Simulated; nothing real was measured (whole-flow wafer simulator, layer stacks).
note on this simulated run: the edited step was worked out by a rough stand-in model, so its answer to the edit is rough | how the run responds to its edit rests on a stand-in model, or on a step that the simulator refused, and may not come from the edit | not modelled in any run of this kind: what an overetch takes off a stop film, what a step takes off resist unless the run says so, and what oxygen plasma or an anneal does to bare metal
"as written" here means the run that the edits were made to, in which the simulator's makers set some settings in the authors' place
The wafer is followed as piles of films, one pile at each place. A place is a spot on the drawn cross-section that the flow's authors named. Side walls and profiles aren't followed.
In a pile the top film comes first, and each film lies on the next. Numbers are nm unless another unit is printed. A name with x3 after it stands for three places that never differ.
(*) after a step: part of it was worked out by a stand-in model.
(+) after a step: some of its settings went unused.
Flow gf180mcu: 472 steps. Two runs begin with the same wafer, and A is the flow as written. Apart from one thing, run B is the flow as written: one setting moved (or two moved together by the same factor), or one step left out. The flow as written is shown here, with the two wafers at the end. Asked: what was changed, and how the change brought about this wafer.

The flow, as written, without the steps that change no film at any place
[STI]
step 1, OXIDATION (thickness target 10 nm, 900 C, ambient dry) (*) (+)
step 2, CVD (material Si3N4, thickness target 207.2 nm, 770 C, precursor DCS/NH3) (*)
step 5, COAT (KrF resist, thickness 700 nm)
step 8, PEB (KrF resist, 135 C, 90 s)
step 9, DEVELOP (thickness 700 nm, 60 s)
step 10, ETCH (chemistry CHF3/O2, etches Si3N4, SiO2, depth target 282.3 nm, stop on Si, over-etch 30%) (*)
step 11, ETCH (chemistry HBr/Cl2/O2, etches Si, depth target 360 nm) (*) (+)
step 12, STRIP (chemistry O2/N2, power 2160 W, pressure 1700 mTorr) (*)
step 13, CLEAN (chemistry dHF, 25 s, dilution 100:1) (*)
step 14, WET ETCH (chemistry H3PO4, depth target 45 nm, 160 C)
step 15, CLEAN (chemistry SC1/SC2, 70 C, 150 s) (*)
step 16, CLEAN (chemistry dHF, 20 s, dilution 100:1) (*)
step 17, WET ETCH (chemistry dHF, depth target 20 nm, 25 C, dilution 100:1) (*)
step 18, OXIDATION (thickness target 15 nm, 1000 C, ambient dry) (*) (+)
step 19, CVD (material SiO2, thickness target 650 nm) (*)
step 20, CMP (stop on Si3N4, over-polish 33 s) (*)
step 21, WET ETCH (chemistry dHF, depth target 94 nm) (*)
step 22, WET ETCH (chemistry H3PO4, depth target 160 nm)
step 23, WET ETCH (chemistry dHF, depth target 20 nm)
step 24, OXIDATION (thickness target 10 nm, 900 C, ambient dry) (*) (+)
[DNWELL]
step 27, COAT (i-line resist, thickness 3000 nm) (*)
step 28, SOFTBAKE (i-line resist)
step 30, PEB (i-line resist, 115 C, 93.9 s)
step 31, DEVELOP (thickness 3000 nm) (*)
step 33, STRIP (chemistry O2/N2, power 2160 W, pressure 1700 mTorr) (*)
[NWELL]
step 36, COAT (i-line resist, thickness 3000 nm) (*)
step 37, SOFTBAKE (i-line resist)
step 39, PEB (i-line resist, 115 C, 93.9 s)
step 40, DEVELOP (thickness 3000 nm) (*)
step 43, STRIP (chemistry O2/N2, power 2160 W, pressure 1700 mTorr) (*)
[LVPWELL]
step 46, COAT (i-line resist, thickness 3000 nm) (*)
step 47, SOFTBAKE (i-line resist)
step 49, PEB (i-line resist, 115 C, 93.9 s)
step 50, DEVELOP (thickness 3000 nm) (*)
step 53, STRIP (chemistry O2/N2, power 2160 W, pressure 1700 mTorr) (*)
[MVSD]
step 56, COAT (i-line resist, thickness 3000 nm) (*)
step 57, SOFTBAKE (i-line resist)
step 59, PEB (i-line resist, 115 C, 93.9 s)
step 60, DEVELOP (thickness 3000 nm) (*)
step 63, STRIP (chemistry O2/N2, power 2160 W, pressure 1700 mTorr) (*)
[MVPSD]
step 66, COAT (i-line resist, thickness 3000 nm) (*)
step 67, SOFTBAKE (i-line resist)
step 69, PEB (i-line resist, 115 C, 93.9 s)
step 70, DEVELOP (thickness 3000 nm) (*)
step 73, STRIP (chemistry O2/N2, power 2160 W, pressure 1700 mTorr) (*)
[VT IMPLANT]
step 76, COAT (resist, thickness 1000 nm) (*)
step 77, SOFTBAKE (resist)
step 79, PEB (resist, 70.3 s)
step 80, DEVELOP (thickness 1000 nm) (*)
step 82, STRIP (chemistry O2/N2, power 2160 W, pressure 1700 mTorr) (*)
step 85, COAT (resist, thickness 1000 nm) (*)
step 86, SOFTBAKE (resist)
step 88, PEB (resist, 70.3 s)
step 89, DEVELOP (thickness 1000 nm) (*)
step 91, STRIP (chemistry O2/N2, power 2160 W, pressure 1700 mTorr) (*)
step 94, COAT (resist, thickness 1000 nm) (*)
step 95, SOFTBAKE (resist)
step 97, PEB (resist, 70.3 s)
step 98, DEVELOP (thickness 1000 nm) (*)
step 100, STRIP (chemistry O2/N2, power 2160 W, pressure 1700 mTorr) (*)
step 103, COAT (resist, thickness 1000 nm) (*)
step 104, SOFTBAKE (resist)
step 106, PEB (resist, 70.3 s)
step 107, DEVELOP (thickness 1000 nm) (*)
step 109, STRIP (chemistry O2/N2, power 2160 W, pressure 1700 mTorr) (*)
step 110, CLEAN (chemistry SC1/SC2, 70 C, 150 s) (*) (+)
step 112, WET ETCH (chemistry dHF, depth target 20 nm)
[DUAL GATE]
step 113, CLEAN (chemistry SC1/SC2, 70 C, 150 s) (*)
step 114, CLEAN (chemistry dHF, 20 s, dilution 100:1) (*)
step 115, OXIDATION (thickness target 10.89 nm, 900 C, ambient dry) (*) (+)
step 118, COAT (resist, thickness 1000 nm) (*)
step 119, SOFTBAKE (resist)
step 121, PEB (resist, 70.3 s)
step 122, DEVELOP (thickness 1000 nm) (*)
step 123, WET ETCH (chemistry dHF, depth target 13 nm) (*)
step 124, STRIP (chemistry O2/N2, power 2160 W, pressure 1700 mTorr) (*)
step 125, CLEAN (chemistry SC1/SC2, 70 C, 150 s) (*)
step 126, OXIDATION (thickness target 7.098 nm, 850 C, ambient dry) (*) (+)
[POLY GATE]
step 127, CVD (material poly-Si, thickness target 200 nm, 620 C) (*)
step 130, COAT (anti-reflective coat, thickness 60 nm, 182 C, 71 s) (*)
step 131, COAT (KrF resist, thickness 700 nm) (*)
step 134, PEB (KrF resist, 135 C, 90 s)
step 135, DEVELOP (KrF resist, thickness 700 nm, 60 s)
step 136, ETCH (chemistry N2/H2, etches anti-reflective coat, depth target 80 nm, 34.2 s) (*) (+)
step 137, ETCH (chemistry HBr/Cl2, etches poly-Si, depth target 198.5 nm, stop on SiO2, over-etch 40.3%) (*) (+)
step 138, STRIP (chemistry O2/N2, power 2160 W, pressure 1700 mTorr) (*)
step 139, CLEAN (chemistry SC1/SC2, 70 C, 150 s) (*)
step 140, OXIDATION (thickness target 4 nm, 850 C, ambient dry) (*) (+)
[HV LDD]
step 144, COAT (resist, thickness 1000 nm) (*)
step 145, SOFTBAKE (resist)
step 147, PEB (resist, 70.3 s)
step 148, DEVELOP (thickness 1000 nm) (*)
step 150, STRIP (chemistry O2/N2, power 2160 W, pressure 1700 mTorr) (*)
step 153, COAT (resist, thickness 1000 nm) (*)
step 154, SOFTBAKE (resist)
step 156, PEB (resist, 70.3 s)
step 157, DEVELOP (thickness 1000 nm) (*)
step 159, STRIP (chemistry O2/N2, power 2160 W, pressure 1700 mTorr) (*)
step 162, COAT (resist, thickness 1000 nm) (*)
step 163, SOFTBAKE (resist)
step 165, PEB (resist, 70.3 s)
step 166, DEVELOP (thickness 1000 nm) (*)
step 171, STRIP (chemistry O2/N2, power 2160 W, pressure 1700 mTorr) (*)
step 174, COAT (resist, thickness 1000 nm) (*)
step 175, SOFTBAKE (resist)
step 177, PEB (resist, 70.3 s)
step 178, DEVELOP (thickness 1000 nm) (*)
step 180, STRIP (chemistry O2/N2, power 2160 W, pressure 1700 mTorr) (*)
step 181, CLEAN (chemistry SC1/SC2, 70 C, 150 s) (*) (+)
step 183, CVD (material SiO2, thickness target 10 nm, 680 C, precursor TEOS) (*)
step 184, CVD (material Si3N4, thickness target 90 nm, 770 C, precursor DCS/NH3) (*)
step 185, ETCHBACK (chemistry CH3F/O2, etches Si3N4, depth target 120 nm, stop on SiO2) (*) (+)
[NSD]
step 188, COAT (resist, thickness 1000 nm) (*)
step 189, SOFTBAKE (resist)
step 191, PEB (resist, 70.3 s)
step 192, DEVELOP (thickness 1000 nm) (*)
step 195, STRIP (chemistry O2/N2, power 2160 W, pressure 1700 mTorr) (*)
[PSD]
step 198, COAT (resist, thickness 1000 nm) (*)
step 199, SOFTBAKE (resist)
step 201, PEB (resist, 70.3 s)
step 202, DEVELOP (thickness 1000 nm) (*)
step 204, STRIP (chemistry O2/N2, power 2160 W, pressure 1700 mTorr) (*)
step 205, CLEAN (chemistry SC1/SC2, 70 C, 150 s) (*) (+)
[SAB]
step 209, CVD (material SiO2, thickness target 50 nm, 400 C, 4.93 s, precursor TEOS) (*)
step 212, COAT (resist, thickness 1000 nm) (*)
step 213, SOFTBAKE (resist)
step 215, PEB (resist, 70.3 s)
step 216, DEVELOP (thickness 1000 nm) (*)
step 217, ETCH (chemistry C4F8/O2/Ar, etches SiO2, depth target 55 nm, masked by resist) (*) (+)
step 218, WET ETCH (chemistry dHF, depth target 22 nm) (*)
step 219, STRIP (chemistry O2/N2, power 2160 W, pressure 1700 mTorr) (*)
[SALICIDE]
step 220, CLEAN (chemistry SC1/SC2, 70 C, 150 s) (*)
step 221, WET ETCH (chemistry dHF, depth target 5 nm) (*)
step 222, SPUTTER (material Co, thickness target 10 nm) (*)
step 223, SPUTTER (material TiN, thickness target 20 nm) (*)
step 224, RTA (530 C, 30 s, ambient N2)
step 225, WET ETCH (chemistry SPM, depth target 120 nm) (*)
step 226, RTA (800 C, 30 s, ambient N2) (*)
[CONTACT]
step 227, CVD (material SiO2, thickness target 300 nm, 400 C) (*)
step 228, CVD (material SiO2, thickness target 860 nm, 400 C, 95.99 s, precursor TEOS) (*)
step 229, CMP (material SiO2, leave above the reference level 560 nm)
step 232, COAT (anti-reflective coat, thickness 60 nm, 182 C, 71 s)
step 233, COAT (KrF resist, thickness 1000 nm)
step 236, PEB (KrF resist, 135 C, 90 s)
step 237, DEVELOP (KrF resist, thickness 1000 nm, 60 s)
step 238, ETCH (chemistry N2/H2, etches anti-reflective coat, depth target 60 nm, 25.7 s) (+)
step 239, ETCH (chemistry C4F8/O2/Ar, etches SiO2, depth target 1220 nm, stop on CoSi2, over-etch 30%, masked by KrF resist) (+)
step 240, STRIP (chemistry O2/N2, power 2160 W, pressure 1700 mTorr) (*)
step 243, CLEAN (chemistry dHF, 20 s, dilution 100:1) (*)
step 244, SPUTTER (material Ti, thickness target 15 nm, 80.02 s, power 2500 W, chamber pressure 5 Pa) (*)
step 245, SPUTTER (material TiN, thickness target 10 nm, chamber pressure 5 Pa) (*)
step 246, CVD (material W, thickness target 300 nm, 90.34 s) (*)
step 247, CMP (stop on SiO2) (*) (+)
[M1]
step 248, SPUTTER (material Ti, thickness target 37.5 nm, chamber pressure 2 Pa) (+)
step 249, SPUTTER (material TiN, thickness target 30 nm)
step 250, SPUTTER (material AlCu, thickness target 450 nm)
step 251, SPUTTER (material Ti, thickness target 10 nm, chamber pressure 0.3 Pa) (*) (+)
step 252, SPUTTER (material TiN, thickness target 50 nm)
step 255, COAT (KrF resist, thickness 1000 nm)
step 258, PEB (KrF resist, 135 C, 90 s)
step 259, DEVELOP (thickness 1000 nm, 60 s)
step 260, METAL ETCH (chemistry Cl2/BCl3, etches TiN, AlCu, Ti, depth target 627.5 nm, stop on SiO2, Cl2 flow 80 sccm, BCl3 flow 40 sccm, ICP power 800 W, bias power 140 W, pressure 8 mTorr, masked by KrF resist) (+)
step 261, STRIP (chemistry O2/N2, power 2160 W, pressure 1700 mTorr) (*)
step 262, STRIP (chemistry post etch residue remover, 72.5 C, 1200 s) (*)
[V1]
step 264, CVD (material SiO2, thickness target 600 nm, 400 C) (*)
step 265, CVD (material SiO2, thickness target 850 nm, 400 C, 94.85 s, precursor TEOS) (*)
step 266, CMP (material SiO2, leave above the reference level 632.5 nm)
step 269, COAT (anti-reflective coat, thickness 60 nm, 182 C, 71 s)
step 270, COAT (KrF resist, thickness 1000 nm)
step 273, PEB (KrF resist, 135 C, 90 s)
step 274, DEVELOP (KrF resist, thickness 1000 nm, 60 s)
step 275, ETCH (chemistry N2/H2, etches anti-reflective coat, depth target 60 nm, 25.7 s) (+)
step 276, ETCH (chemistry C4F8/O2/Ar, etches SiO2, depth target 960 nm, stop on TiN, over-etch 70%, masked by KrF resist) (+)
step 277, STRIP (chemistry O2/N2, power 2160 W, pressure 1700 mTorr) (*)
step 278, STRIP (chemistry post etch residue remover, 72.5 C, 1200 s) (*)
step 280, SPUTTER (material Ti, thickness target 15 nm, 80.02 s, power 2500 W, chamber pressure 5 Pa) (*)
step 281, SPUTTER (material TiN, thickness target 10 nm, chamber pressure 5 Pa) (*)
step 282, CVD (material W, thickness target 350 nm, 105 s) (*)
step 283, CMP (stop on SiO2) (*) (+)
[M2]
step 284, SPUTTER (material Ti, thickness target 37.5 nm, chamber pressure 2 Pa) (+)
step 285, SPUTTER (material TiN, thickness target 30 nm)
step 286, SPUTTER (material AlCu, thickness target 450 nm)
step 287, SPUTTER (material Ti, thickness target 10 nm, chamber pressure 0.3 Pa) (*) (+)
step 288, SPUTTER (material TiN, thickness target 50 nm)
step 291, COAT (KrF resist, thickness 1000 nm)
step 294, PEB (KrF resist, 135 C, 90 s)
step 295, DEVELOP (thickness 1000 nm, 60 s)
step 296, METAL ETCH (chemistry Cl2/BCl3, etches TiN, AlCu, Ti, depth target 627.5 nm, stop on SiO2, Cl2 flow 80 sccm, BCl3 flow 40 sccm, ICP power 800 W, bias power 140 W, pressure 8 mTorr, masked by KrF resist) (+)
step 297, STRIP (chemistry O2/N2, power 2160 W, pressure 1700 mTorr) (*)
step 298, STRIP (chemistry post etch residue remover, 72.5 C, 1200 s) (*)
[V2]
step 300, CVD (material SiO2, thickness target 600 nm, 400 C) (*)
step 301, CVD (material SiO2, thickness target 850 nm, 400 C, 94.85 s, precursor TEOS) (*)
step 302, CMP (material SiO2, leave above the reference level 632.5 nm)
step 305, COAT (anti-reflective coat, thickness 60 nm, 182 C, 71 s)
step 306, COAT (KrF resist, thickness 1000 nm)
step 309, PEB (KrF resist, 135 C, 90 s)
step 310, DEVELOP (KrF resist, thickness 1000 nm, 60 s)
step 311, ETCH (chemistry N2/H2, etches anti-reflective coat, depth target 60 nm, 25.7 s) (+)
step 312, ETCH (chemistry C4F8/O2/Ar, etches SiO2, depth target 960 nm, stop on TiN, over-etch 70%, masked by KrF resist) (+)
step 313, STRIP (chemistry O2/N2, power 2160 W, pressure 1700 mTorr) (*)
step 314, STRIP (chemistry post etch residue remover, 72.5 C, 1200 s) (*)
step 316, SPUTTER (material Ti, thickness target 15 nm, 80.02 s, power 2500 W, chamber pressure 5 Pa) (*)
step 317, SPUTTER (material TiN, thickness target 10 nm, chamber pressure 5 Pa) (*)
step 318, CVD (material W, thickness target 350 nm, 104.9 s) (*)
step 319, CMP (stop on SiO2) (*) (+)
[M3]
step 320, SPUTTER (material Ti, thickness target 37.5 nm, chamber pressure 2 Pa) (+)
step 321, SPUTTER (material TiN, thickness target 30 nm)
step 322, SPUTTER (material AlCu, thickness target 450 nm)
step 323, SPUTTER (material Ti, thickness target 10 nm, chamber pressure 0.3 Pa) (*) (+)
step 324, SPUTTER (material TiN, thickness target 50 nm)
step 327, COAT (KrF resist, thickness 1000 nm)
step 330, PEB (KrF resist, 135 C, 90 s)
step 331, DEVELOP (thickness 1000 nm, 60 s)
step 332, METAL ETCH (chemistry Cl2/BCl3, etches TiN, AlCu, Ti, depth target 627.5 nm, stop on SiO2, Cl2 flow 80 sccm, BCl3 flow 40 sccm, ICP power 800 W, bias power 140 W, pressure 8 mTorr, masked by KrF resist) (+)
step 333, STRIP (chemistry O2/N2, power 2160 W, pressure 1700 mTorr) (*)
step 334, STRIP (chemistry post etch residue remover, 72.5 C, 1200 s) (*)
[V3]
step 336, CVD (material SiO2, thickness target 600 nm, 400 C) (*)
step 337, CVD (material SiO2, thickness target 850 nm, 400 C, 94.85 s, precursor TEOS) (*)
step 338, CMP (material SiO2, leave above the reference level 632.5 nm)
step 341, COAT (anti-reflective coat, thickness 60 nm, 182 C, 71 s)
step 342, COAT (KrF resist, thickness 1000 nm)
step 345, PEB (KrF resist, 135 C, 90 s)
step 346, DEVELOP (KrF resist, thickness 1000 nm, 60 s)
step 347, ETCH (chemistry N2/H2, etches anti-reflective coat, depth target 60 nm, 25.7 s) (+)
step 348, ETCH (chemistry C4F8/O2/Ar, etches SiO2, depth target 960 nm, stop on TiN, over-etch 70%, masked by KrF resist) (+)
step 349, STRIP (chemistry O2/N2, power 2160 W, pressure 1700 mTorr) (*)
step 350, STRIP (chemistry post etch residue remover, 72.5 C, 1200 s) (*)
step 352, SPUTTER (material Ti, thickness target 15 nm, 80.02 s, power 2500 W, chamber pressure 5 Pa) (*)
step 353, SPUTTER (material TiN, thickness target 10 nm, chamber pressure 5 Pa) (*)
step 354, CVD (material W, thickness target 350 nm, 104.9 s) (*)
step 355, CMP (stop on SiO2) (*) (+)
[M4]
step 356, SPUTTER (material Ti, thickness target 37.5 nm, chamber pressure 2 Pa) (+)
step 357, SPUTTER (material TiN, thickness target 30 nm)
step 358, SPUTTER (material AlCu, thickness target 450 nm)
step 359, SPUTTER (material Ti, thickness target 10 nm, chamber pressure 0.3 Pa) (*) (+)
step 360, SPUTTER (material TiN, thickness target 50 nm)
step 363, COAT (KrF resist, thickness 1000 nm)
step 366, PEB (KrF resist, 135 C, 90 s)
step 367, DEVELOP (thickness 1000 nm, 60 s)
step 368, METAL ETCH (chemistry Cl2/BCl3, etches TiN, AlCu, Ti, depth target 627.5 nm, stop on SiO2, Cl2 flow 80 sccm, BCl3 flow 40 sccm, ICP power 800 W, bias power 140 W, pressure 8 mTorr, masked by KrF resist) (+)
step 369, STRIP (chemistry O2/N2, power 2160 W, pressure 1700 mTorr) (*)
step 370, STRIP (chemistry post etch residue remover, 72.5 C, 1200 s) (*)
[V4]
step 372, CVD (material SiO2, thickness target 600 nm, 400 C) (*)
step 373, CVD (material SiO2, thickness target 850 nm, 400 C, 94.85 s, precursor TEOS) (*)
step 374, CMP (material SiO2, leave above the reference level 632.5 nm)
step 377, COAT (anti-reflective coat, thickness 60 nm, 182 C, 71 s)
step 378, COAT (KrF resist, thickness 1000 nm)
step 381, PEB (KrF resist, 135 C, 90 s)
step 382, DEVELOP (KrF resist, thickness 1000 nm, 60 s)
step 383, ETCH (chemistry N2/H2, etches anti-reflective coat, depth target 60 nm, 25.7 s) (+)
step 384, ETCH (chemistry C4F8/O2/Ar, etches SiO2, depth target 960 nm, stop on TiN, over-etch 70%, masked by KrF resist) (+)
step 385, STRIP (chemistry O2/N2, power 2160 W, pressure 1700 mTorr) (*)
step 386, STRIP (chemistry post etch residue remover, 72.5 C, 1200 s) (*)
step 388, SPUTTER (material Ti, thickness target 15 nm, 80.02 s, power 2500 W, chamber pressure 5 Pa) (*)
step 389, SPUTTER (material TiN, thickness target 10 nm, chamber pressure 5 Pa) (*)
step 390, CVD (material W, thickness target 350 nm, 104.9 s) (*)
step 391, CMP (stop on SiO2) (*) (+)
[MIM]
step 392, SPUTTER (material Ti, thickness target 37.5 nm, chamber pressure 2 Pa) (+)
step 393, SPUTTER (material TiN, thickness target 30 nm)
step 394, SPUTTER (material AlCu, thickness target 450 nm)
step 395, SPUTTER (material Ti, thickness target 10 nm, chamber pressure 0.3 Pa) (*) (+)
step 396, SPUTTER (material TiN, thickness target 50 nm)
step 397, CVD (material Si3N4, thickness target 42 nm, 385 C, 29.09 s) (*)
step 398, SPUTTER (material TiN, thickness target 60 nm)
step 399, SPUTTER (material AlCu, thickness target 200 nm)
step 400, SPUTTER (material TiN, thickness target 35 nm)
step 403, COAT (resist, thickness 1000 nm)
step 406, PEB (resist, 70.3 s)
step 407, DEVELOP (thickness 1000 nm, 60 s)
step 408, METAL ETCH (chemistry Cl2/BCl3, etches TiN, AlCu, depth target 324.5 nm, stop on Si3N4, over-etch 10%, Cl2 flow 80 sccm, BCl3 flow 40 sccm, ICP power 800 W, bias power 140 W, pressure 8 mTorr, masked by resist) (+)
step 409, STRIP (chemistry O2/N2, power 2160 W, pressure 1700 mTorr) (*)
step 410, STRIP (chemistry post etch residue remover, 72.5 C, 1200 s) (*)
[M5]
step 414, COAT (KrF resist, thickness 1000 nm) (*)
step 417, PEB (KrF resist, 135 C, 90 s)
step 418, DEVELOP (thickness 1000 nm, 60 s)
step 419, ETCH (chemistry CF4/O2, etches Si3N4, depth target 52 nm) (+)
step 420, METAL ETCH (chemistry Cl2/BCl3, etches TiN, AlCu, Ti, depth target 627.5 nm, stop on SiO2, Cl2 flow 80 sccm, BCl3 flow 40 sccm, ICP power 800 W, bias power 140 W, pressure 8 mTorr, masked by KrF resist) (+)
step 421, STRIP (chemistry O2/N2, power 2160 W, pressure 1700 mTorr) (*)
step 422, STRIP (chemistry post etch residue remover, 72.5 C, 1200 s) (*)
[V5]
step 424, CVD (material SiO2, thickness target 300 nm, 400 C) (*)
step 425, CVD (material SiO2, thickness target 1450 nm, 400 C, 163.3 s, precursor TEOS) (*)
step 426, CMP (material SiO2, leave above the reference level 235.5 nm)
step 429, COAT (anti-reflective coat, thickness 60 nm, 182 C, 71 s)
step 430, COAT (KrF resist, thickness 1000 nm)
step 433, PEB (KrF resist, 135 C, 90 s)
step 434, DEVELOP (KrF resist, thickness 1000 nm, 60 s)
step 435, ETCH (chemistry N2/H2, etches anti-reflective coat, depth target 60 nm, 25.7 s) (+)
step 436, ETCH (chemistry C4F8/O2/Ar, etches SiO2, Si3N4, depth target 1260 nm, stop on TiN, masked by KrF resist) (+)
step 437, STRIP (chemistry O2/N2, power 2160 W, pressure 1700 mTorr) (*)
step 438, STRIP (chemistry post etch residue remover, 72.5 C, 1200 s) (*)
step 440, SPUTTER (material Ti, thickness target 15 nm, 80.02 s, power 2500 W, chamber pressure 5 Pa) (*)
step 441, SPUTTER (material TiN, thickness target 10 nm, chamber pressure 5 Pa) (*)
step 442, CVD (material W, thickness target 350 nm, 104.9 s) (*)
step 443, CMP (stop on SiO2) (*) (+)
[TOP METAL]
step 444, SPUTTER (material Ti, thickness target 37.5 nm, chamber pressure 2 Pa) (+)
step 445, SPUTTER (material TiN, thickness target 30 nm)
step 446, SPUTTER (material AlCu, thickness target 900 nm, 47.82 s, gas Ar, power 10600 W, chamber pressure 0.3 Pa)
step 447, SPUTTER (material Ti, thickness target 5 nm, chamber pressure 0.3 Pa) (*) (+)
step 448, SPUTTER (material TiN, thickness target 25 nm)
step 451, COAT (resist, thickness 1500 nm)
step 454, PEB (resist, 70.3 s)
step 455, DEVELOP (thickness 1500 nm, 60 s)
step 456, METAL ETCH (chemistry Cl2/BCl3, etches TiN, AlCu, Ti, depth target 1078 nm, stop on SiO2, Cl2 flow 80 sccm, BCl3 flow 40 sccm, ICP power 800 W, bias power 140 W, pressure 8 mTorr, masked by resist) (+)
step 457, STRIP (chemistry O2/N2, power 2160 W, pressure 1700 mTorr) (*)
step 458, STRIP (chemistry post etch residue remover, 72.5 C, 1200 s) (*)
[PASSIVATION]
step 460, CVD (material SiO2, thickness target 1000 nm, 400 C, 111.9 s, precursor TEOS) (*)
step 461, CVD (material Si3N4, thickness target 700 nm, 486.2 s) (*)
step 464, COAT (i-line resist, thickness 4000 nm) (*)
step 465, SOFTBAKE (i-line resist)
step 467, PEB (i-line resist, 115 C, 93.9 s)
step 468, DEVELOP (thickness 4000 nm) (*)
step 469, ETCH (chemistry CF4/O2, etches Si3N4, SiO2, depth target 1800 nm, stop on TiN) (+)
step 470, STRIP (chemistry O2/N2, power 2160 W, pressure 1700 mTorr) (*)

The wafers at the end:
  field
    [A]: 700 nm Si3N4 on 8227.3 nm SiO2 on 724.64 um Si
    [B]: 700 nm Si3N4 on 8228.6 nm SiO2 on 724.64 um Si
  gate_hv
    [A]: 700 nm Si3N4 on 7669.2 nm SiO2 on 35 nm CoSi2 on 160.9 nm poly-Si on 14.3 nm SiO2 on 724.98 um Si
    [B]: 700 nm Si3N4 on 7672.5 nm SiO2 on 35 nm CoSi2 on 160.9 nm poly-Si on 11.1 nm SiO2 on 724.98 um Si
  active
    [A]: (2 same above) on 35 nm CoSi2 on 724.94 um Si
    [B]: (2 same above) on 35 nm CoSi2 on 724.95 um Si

What caused this: step 126, OXIDATION: thickness target 3.194 nm was run, while the flow as written has thickness target 7.098 nm.

Step by step, how the change led to this:
  step 126, OXIDATION (thickness target 7.098 nm, 850 C, ambient dry) (*) (+)
      field_sub__w1, field_sub__w3, field_sub__w4, field_sub__w5, ld_fp_n, ld_drift_n, ld_fp_p, ld_drift_p: A +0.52 SiO2, -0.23 Si | B nothing
      field__w1, field__w2, field__w6, nw_sep_fld, m1_nw: A +0.53 SiO2, -0.23 Si | B nothing
      (also at 50 further places)
  step 130, COAT (anti-reflective coat, thickness 60 nm, 182 C, 71 s) (*)
      p_well, spacer, sd_n: A +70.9 anti-reflective coat (new film) | B +72.7 anti-reflective coat (new film)
      field_sub__w5: A +47.3 anti-reflective coat (new film) | B +46.3 anti-reflective coat (new film)
      (also at 2 further places)
  step 136, ETCH (chemistry N2/H2, etches anti-reflective coat, depth target 80 nm, 34.2 s) (*) (+)
      p_well, spacer, sd_n: A -70.9 anti-reflective coat (all of it), -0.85 poly-Si | B -72.7 anti-reflective coat (all of it), -0.8 poly-Si
      field_sub__w5: A -47.3 anti-reflective coat (all of it), -1.45 poly-Si | B -46.3 anti-reflective coat (all of it), -1.48 poly-Si
      (also at 2 further places)
  step 145, SOFTBAKE (resist)
      active_nat: A +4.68 resist | B +8.91 resist
  step 154, SOFTBAKE (resist)
      active_nat: A +4.68 resist | B +8.91 resist
  step 163, SOFTBAKE (resist)
      active_nat: A +4.68 resist | B +8.91 resist
  step 175, SOFTBAKE (resist)
      active_nat: A +4.68 resist | B +8.91 resist
  step 189, SOFTBAKE (resist)
      field__w9: A +6.92 resist | B -3.07 resist
      active_hv: A +2.68 resist | B -0.49 resist
      (also at 1 further place)
  step 199, SOFTBAKE (resist)
      field__w9: A +6.92 resist | B -3.07 resist
      active_hv: A +2.68 resist | B -0.49 resist
      (also at 1 further place)
  step 218, WET ETCH (chemistry dHF, depth target 22 nm) (*)
      active, p_well, sd_n, iso_ptap_pw, iso_ntap_nw, iso_ptap_sub, vpnp_e: A -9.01 SiO2 (all of it) | B -5.49 SiO2 (all of it)
      ldn_tap, ldn_src, ldn_drn, ldp_tap, ldp_src, ldp_drn, ldp_gr: A -16 SiO2 (all of it) | B -13 SiO2 (all of it)
      (also at 9 further places)
  step 223, SPUTTER (material TiN, thickness target 20 nm) (*)
      field__w12: A +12 TiN (new film) | B +12.6 TiN (new film)
  step 225, WET ETCH (chemistry SPM, depth target 120 nm) (*)
      field__w12: A -12 TiN (all of it), -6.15 Co (all of it) | B -12.6 TiN (all of it), -6.14 Co (all of it)
